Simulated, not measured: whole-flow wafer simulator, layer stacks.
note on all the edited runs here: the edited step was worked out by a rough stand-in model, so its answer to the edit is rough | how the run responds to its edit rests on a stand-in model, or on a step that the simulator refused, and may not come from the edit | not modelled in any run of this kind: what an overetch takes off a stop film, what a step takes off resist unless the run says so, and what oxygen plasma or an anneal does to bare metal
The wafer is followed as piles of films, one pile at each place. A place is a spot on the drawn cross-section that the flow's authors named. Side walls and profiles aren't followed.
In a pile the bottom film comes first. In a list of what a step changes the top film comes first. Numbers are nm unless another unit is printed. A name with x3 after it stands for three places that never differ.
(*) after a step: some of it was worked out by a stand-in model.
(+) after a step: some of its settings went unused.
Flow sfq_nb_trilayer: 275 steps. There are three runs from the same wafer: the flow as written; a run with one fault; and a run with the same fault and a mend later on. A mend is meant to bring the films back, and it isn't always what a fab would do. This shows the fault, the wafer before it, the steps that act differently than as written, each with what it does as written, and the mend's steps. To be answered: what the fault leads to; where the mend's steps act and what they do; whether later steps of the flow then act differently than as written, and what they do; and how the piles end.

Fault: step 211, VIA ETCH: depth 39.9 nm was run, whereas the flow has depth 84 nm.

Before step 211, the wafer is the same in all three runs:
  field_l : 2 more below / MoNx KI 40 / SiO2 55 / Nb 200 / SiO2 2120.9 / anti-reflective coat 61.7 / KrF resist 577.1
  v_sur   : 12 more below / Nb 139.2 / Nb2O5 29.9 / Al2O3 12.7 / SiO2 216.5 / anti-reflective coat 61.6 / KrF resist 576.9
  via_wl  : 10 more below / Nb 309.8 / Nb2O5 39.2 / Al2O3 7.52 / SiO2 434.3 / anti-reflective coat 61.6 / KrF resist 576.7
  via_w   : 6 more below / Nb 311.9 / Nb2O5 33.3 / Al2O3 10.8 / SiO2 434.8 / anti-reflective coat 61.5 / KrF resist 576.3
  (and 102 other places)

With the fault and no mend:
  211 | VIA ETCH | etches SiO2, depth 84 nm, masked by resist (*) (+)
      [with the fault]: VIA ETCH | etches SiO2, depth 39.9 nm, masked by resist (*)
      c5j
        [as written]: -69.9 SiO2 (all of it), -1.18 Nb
        [with the fault]: -39.9 SiO2
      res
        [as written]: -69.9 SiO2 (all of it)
        [with the fault]: -39.9 SiO2
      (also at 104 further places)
  Steps further on in the flow that do not act as written (not shown: 4 more steps that differ only slightly, by at most 2% or 0.5 nm, whichever is larger):
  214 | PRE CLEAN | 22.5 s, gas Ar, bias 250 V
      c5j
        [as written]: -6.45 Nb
        [with the fault]: -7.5 SiO2
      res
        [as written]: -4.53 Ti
        [with the fault]: -7.5 SiO2
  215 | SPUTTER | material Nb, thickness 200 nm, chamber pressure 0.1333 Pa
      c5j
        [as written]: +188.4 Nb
        [with the fault]: +196.2 Nb (new film)
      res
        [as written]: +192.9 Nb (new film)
        [with the fault]: +200 Nb (new film)
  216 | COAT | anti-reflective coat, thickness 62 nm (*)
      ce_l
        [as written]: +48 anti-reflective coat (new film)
        [with the fault]: +55.7 anti-reflective coat (new film)
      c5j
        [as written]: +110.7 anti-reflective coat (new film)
        [with the fault]: +89.3 anti-reflective coat (new film)
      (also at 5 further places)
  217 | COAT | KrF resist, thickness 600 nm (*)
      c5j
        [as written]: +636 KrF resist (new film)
        [with the fault]: +623.1 KrF resist (new film)
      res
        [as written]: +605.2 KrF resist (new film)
        [with the fault]: +590.8 KrF resist (new film)
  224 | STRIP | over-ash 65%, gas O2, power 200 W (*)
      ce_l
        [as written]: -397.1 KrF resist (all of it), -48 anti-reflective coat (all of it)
        [with the fault]: -392.5 KrF resist (all of it), -55.7 anti-reflective coat (all of it)
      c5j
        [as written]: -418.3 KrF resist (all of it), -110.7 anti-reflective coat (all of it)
        [with the fault]: -405.4 KrF resist (all of it), -89.3 anti-reflective coat (all of it)
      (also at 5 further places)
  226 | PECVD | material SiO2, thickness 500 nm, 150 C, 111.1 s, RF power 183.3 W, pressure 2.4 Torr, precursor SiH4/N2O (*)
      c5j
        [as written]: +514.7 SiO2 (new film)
        [with the fault]: +500 SiO2 (new film)
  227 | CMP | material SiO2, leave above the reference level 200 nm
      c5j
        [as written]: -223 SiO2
        [with the fault]: -246.2 SiO2
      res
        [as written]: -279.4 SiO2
        [with the fault]: -313.5 SiO2
  At c5j, res, the piles at the end differ from the flow's by more than 2% or 0.5 nm, whichever is larger.
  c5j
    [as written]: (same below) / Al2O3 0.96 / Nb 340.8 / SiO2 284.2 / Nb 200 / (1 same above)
    [with the fault]: (same below) / Al2O3 0.96 / Nb 160 / SiO2 22.5 / Nb 196.2 / SiO2 246.3 / Nb 200 / (1 same above)
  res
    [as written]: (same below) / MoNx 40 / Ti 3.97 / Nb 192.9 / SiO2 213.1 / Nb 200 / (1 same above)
    [with the fault]: (same below) / MoNx 40 / Ti 8.5 / SiO2 22.5 / Nb 200 / SiO2 179 / Nb 200 / (1 same above)

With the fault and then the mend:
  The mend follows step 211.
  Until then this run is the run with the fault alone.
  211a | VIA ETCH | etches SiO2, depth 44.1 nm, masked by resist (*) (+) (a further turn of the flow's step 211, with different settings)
      field_l, v_sur, via_wl and 101 more
        -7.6 KrF resist
      c5j
        -30 SiO2 (all of it), -1.18 Nb
      res
        -30 SiO2 (all of it)
  Later steps of the flow that are run all act as written at every place that is followed.
  By the end, the piles equal the flow's at every place that both follow.
